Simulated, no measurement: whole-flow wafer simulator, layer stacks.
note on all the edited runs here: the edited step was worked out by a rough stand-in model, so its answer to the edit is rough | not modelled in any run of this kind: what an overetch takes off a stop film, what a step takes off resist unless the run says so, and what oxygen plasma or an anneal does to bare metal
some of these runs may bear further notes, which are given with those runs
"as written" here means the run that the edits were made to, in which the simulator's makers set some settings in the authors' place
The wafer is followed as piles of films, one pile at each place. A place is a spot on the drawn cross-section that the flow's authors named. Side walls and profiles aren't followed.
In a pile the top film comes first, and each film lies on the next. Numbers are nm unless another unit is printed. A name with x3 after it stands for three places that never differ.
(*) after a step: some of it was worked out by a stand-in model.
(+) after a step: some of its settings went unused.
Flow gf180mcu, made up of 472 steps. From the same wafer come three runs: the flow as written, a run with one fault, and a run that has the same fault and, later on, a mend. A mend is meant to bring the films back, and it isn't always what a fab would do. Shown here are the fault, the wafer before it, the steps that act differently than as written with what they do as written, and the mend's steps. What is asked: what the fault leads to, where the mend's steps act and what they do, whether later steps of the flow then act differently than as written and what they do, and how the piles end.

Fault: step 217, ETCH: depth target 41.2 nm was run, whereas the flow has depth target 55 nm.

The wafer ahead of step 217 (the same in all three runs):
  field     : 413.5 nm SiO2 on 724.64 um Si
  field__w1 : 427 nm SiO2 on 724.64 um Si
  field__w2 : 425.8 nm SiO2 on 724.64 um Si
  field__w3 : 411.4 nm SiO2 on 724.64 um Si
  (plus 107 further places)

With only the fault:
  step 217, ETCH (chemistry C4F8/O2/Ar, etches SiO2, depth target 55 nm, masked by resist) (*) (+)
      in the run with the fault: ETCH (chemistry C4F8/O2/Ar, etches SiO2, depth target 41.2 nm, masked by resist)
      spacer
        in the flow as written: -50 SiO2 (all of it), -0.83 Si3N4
        in the run with the fault: -41.2 SiO2
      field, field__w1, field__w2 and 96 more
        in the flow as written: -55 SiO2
        in the run with the fault: -41.2 SiO2
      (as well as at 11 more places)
  Steps further on in the flow that do not act as written (8 more steps, not shown, differ only slightly: by at most 2% or 0.5 nm, whichever is larger):
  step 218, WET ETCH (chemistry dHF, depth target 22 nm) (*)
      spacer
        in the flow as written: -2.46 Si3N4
        in the run with the fault: -8.8 SiO2 (all of it), -2.92 Si3N4
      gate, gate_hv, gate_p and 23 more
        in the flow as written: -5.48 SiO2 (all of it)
        in the run with the fault: -19.3 SiO2 (all of it)
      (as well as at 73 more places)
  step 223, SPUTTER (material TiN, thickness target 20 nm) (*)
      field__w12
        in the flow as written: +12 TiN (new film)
        in the run with the fault: +12.7 TiN (new film)
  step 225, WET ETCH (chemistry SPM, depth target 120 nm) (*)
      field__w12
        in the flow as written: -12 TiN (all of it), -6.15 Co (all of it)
        in the run with the fault: -12.7 TiN (all of it), -6.43 Co (all of it)
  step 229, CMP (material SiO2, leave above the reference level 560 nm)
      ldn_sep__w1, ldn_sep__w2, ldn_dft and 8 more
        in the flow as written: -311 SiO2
        in the run with the fault: -317.7 SiO2
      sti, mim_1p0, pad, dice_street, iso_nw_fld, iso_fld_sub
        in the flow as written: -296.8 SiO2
        in the run with the fault: -303.5 SiO2
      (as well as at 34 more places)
  When the end is reached, the piles differ only a little from the flow's at the places that both follow, at most by 2% or 0.5 nm, whichever is larger.

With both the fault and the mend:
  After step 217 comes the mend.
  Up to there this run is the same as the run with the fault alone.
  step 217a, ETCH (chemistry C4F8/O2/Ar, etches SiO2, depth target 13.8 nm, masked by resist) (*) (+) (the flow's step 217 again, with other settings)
      field, field__w1, field__w2 and 96 more
        -13.8 SiO2
      field__w5, field__w9, field__w13 and 8 more
        -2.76 resist
      spacer
        -8.8 SiO2 (all of it), -0.83 Si3N4
  Later steps of the flow that are run all act as written at every place that is followed.
  At every place that both follow, the piles at the end match the flow's.
